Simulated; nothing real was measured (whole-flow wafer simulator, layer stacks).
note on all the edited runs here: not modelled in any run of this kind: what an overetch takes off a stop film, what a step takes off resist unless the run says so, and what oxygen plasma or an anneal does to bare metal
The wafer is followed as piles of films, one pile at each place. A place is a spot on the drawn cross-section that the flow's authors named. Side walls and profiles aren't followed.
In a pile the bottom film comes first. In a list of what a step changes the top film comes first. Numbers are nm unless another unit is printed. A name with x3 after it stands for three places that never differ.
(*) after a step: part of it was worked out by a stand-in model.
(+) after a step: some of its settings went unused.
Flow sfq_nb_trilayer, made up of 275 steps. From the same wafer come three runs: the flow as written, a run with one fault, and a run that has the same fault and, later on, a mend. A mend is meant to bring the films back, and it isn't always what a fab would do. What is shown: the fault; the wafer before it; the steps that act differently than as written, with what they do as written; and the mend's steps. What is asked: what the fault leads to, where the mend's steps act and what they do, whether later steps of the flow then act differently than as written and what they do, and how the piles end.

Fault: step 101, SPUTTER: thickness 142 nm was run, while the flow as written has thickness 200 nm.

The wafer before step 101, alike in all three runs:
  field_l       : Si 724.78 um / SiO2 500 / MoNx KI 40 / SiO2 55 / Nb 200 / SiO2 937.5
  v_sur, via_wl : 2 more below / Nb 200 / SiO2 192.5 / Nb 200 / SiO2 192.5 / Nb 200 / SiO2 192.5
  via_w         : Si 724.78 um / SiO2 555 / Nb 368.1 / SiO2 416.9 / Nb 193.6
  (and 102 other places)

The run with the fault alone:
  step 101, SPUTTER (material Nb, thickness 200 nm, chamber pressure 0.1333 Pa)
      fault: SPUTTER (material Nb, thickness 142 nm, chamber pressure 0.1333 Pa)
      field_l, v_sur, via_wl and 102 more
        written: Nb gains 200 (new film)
        fault: Nb gains 142 (new film)
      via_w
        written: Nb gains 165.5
        fault: Nb gains 117.2
  Steps further on in the flow that do not act as written (not shown: 4 more steps that differ only slightly, by at most 2% or 0.5 nm, whichever is larger):
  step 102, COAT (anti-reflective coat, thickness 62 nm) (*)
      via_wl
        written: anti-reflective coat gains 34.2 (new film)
        fault: anti-reflective coat gains 32.6 (new film)
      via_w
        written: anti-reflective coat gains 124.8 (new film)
        fault: anti-reflective coat gains 121.7 (new film)
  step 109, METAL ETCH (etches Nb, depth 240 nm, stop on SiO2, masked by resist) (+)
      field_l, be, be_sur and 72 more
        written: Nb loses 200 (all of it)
        fault: Nb loses 142 (all of it)
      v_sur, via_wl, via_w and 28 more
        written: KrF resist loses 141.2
        fault: KrF resist loses 125.3
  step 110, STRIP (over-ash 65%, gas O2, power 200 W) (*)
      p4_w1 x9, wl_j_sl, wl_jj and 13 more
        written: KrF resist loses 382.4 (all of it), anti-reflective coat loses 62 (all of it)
        fault: KrF resist loses 398.3 (all of it), anti-reflective coat loses 62 (all of it)
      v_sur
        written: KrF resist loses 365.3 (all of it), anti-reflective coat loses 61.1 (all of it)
        fault: KrF resist loses 381.8 (all of it), anti-reflective coat loses 60.8 (all of it)
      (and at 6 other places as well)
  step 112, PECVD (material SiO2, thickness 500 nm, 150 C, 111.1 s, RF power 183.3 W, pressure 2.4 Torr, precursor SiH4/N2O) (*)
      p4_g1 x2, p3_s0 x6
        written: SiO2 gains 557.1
        fault: SiO2 gains 500
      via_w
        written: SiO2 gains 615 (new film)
        fault: SiO2 gains 599.5 (new film)
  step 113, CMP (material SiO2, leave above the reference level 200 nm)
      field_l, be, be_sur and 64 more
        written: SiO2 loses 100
        fault: SiO2 loses 158
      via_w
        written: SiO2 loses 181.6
        fault: SiO2 loses 175.8
  At v_sur, via_wl, via_w and 86 more, the piles at the end differ from the flow's by more than 2% or 0.5 nm, whichever is larger.
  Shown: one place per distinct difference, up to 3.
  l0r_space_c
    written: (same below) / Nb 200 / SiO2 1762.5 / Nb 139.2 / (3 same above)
    fault: (same below) / Nb 200 / SiO2 1704.5 / Nb 139.2 / (3 same above)
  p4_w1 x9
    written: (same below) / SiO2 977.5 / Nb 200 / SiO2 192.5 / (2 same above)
    fault: (same below) / SiO2 977.5 / Nb 142 / SiO2 192.5 / (2 same above)
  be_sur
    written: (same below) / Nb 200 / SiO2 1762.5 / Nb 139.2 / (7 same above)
    fault: (same below) / Nb 200 / SiO2 1704.5 / Nb 139.2 / (7 same above)

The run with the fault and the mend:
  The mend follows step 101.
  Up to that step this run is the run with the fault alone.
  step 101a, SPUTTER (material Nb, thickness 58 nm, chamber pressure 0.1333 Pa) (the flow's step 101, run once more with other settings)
      field_l, v_sur, via_wl and 102 more
        Nb gains 58
      via_w
        Nb gains 45.4
  None of the later steps of the flow differs from how it acts as written, at any place that is followed, by more than 2% or 0.5 nm, whichever is larger.
  The piles end only slightly different from the flow's at the places that both follow, by no more than 2% or 0.5 nm, whichever is larger.
